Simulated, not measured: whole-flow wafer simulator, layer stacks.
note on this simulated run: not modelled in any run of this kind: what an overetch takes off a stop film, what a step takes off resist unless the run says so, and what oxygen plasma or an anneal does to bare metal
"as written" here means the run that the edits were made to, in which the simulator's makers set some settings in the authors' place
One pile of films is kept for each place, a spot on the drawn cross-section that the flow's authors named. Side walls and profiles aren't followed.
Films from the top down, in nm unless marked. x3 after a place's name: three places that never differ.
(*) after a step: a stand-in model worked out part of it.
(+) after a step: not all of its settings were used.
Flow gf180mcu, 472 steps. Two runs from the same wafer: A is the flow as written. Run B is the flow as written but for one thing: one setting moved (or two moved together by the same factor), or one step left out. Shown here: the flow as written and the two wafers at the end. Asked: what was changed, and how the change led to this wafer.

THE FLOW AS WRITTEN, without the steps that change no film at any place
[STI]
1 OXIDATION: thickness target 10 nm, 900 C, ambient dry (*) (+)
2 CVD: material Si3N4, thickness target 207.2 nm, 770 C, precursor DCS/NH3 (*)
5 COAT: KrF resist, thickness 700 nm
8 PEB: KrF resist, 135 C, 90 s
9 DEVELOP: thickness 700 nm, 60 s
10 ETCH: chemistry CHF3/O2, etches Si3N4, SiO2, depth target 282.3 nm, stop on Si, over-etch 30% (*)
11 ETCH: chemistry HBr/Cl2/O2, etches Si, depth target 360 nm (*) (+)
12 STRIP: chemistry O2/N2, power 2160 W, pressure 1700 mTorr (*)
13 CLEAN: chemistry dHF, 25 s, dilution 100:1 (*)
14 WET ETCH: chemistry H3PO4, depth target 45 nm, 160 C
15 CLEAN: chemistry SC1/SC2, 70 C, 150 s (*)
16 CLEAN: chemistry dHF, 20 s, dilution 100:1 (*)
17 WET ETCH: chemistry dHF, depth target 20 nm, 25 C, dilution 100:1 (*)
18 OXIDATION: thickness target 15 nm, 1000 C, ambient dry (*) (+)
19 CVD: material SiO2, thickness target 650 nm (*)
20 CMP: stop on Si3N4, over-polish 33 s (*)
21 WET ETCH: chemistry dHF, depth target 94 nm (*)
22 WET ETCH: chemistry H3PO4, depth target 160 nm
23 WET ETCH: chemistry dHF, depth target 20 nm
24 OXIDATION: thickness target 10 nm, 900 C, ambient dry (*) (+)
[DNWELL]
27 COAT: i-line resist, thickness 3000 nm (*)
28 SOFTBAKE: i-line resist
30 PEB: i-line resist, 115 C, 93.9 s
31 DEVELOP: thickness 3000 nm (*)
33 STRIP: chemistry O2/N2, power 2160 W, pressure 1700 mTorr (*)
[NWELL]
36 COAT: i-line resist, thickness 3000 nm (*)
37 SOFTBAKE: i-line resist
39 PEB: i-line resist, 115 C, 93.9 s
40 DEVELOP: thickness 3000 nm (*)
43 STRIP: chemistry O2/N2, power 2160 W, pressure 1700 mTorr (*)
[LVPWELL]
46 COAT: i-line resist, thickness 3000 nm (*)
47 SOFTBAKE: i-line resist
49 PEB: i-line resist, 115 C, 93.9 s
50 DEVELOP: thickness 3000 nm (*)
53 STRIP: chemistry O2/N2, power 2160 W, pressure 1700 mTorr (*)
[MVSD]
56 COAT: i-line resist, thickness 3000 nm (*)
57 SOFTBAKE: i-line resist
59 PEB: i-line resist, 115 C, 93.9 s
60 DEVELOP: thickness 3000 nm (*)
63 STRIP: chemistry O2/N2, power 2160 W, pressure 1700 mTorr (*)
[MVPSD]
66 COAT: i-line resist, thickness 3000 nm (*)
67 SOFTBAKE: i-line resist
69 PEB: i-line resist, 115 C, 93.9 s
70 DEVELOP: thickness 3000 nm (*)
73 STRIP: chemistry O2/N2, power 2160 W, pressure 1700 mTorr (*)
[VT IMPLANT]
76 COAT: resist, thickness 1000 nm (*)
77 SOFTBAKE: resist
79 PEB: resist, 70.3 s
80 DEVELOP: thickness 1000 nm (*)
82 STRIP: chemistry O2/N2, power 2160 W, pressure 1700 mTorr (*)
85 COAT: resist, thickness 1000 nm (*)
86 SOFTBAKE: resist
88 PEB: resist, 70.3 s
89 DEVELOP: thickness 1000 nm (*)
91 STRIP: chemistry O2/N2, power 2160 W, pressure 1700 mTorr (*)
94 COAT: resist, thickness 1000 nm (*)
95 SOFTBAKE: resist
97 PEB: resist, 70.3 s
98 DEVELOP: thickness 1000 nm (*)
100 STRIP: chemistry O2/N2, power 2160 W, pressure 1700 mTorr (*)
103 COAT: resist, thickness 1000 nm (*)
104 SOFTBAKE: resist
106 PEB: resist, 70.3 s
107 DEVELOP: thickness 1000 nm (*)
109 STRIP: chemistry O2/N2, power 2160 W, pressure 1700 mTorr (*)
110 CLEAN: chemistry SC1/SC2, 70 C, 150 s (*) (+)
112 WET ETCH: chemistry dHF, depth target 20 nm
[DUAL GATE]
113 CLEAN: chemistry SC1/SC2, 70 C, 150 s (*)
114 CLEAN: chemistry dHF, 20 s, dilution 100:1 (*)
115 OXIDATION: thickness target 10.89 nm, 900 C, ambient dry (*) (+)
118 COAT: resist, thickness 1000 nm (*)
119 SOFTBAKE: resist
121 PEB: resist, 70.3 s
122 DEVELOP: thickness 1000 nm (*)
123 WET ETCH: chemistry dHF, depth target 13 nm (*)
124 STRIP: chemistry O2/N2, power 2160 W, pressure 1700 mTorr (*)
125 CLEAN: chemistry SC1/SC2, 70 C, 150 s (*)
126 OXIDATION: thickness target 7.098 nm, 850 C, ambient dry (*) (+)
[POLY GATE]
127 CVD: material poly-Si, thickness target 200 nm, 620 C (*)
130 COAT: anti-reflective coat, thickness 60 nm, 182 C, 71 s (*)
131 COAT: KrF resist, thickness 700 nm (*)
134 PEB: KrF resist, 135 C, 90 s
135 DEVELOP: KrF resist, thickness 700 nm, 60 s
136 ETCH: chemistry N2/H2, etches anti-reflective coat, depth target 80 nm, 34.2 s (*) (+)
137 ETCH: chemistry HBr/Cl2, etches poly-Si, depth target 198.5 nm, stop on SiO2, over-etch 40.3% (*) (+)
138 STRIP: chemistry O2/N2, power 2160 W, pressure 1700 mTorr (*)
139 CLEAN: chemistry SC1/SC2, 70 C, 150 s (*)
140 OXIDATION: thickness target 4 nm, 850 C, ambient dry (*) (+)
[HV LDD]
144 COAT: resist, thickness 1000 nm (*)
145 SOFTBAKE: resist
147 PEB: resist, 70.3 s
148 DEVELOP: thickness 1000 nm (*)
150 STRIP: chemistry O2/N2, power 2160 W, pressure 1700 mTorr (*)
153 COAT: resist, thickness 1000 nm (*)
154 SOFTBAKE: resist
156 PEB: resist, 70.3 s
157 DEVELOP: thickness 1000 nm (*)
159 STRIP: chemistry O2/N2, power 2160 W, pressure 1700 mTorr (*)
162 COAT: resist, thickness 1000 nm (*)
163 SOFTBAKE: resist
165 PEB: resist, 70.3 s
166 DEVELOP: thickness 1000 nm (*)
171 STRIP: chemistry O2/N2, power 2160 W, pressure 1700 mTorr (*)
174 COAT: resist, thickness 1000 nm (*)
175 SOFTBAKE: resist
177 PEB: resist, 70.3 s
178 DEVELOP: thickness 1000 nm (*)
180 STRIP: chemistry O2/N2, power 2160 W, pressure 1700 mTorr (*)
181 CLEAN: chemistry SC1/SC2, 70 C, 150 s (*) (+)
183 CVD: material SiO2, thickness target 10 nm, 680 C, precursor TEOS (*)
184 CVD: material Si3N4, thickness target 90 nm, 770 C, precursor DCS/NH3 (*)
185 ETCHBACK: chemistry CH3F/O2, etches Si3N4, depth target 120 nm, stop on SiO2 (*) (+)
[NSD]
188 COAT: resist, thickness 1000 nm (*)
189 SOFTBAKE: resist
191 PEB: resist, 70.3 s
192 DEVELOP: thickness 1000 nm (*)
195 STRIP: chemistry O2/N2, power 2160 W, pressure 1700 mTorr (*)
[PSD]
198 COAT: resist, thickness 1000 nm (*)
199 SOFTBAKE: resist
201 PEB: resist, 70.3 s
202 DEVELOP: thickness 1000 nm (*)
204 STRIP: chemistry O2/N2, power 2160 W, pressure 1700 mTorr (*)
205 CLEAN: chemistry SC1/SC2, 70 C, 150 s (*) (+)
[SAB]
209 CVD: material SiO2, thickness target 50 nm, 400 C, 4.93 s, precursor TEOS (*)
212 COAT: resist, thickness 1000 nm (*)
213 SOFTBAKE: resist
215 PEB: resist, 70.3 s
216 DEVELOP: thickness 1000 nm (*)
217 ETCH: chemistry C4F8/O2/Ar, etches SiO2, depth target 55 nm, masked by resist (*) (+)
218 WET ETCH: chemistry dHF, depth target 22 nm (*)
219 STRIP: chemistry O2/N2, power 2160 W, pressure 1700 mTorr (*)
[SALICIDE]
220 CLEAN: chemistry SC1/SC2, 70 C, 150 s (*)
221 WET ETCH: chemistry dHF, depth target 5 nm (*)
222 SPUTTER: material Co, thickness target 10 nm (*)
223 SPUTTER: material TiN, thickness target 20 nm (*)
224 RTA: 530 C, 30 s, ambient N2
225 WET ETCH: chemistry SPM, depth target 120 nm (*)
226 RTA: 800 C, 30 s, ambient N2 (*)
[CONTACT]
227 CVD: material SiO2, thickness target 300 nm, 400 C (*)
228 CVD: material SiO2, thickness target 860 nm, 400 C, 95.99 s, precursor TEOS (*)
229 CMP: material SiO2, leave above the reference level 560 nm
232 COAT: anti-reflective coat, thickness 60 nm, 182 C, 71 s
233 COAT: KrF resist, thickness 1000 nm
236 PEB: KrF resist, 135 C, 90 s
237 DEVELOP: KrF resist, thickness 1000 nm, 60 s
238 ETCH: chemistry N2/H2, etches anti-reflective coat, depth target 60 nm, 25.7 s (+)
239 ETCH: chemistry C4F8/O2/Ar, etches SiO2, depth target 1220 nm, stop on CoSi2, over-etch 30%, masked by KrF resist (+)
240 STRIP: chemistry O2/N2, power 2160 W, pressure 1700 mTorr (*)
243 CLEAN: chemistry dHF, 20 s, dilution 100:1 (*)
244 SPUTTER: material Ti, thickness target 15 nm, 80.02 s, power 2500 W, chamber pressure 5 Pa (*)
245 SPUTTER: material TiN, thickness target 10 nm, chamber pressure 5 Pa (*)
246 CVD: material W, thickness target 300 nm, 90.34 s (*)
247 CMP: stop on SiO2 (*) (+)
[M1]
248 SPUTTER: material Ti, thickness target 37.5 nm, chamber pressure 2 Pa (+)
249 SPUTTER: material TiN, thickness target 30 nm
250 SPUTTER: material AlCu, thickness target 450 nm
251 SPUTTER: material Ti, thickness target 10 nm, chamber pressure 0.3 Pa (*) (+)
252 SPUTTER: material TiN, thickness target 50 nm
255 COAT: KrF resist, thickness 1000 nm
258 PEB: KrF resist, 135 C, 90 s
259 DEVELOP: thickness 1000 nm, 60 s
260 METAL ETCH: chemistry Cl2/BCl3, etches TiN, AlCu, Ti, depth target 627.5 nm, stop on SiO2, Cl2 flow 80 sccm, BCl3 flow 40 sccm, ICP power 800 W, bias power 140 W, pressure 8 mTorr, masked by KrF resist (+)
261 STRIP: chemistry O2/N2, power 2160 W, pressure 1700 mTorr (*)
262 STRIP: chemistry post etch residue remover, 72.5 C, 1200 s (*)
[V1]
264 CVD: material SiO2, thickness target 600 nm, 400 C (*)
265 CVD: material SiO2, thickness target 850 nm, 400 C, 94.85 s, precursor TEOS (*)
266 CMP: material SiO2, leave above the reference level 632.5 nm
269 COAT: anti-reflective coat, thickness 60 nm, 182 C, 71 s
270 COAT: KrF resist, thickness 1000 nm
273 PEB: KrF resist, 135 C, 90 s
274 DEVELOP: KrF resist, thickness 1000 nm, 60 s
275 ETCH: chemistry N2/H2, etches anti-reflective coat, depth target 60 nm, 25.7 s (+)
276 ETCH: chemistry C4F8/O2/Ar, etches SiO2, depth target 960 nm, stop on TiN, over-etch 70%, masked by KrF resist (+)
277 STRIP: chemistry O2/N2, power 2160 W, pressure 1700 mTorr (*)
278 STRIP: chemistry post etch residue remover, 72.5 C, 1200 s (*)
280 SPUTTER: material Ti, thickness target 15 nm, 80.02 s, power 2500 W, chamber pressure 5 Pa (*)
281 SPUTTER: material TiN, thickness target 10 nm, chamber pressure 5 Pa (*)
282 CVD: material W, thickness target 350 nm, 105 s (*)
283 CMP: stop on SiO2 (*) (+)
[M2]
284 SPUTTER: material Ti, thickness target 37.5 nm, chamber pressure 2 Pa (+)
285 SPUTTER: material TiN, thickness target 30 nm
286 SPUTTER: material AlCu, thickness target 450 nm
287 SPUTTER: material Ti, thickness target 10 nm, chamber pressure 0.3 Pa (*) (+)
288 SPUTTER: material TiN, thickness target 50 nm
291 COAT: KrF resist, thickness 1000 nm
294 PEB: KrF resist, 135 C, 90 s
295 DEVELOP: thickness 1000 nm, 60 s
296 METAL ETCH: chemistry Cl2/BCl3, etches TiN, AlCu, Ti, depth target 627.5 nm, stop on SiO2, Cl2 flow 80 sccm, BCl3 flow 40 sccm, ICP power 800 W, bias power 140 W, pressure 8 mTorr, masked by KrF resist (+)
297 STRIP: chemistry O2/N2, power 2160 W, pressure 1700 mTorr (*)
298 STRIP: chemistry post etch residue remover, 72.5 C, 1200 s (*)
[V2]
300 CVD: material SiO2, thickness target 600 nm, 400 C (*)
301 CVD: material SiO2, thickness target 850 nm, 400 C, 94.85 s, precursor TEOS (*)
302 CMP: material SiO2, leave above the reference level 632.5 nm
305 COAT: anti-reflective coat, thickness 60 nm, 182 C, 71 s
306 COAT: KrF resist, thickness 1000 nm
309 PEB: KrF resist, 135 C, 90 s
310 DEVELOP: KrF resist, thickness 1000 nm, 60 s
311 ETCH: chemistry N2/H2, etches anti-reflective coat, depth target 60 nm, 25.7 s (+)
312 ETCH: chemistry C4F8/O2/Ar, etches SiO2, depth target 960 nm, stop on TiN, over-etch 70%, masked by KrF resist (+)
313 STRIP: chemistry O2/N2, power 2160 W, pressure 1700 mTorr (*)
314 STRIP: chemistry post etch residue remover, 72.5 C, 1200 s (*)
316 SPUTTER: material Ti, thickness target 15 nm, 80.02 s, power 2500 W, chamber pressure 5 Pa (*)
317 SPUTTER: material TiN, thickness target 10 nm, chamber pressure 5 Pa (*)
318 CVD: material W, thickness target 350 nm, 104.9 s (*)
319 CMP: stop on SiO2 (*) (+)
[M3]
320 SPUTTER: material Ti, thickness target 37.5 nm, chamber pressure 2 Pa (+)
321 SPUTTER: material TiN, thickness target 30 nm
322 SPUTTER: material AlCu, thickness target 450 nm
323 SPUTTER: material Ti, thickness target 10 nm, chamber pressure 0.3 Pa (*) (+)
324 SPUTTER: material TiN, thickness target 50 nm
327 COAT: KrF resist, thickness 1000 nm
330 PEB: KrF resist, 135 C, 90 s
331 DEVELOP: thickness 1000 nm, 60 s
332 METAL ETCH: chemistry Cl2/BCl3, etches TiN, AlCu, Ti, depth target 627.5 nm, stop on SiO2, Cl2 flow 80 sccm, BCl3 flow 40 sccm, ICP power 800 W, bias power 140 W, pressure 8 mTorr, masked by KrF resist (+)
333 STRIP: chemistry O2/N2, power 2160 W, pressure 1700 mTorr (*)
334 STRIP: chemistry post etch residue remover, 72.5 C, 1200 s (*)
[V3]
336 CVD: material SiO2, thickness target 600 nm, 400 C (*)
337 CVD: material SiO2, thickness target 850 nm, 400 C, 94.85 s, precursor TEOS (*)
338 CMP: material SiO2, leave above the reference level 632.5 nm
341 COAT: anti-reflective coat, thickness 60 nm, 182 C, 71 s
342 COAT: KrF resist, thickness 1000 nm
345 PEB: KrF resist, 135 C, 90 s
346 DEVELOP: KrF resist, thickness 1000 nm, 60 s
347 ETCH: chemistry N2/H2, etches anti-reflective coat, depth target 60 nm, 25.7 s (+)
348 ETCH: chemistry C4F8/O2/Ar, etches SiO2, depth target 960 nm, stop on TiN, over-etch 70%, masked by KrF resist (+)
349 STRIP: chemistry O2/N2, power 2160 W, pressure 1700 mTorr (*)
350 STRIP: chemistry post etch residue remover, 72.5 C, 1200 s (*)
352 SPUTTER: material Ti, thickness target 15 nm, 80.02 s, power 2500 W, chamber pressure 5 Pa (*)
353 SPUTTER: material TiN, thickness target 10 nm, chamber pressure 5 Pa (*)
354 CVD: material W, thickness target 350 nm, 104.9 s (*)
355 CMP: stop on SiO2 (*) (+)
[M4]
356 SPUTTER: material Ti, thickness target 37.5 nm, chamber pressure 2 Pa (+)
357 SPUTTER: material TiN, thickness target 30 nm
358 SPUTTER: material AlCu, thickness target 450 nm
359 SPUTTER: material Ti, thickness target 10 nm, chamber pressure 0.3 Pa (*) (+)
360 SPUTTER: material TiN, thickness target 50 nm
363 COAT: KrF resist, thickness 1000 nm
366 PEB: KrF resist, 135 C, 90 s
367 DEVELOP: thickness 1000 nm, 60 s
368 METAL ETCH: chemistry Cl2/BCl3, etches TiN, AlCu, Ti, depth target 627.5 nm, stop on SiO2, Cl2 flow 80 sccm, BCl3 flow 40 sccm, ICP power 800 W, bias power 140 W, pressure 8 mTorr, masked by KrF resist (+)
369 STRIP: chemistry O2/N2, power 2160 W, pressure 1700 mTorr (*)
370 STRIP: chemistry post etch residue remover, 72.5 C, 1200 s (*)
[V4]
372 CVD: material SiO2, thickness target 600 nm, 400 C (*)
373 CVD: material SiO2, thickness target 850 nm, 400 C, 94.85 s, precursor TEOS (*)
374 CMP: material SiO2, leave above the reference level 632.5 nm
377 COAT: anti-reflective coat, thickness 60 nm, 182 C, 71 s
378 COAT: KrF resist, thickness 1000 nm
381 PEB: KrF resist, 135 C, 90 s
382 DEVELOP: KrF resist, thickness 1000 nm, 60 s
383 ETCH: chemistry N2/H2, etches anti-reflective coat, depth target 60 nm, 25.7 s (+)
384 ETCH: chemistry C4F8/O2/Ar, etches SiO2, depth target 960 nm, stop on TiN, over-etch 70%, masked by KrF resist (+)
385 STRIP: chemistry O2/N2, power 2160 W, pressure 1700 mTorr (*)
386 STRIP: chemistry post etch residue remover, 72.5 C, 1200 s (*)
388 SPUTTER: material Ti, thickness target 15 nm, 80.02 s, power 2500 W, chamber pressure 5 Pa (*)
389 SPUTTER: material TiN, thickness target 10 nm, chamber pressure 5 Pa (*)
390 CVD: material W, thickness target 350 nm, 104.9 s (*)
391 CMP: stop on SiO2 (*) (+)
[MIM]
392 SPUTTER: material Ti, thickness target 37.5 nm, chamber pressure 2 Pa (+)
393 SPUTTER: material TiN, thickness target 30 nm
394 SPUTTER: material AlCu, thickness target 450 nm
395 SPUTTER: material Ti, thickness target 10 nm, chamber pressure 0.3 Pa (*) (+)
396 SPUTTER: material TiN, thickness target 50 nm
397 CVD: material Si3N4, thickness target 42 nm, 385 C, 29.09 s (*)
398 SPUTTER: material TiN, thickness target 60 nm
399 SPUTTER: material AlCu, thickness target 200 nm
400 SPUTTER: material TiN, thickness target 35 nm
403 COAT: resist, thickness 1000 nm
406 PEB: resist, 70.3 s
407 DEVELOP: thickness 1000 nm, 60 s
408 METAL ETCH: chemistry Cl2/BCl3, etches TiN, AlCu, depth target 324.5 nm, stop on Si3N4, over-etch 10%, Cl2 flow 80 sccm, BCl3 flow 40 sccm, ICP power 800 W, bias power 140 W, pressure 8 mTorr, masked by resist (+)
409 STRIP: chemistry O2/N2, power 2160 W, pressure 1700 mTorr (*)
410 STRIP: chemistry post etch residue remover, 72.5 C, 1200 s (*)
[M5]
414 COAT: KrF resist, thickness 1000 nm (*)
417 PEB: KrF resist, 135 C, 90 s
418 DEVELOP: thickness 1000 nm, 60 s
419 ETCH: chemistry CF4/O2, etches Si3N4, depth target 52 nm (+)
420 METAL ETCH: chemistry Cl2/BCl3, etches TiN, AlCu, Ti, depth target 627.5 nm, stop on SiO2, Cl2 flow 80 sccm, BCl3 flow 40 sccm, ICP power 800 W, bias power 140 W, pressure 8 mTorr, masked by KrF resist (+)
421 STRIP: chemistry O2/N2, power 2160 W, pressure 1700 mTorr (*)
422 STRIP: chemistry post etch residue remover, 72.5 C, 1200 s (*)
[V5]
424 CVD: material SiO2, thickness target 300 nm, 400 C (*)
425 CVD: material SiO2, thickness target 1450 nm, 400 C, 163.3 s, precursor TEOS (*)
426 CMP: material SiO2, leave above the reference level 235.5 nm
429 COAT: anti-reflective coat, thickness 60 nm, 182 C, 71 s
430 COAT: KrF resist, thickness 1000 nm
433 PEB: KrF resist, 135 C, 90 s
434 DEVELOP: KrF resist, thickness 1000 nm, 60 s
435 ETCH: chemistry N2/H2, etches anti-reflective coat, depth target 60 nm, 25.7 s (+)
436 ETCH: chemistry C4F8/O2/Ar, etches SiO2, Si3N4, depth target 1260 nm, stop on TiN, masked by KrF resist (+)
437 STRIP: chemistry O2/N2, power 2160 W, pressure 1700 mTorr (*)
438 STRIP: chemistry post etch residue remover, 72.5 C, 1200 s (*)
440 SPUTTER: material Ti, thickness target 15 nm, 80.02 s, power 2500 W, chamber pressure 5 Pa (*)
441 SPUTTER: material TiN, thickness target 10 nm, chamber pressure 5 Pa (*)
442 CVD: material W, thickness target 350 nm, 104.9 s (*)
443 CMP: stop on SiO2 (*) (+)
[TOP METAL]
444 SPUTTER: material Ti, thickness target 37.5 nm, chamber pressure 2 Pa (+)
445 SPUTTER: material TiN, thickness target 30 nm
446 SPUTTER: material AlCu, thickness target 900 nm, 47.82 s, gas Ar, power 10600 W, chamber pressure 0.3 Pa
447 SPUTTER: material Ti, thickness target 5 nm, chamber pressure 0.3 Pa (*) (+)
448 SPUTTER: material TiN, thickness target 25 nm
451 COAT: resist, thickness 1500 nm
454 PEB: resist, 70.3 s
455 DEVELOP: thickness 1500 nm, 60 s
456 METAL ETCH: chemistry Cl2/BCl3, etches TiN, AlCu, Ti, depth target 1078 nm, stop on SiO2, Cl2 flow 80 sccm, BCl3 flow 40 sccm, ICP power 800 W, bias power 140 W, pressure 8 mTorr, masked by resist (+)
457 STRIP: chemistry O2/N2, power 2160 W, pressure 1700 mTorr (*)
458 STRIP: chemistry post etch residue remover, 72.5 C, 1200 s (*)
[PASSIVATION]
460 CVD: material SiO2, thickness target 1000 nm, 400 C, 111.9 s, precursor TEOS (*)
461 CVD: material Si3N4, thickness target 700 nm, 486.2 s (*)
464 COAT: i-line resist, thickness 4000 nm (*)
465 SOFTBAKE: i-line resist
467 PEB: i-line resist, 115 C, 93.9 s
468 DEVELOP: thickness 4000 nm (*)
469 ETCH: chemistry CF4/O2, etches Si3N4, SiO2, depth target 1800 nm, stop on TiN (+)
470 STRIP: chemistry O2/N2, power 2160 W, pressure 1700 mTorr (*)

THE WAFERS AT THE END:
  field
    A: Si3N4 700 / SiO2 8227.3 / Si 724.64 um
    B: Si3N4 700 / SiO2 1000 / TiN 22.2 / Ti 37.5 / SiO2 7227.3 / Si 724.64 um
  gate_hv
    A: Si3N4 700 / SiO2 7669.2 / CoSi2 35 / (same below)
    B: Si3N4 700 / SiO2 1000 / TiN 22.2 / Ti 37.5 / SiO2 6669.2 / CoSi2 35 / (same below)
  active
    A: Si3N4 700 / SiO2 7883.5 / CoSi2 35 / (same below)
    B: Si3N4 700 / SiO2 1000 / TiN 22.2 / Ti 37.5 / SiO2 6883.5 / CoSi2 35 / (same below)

The cause: step 456, METAL ETCH: depth target 937.4 nm was run, where the flow has depth target 1078 nm.

How the change led to this, step by step:
  456 METAL ETCH: chemistry Cl2/BCl3, etches TiN, AlCu, Ti, depth target 1078 nm, stop on SiO2, Cl2 flow 80 sccm, BCl3 flow 40 sccm, ICP power 800 W, bias power 140 W, pressure 8 mTorr, masked by resist (+)
      field, field__w1, field__w2 and 103 more: A TiN -25 (all of it), Ti -5 (all of it), AlCu -900 (all of it), TiN -30 (all of it), Ti -37.5 (all of it) | B TiN -25 (all of it), Ti -5 (all of it), AlCu -900 (all of it), TiN -7.4
      field__w8, contact, m1, m1__w1, pad, m1_nw: A resist -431 | B resist -375
  457 STRIP: chemistry O2/N2, power 2160 W, pressure 1700 mTorr (*)
      field__w8, contact, m1, m1__w1, pad, m1_nw: A resist -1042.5 (all of it) | B resist -1098.5 (all of it)
  460 CVD: material SiO2, thickness target 1000 nm, 400 C, 111.9 s, precursor TEOS (*)
      field, field__w1, field__w2 and 103 more: A SiO2 +1000 | B SiO2 +1000 (new film)
  465 SOFTBAKE: i-line resist
      field__w11, field__w13: A i-line resist +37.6 | B i-line resist +34.4
      ld_acc_p, ld_fp_p: A i-line resist +33.8 | B i-line resist +30.9
      (and at 65 more places)
  467 PEB: i-line resist, 115 C, 93.9 s
      pad: A i-line resist -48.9 | B i-line resist -50
  470 STRIP: chemistry O2/N2, power 2160 W, pressure 1700 mTorr (*)
      field__w8, m1__w1: A i-line resist -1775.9 (all of it) | B i-line resist -1833.1 (all of it)
      contact: A i-line resist -1798.3 (all of it) | B i-line resist -1853.4 (all of it)
      (and at 2 more places)
Counting metal films that touch as one body, field has 1 body; the flow as written gives 0 bodies.
Counting metal films that touch as one body, gate_hv has 2 bodies (between them, from the top down: SiO2 6669.2); the flow as written gives 1 body.
Counting metal films that touch as one body, active has 2 bodies (between them, from the top down: SiO2 6883.5); the flow as written gives 1 body.
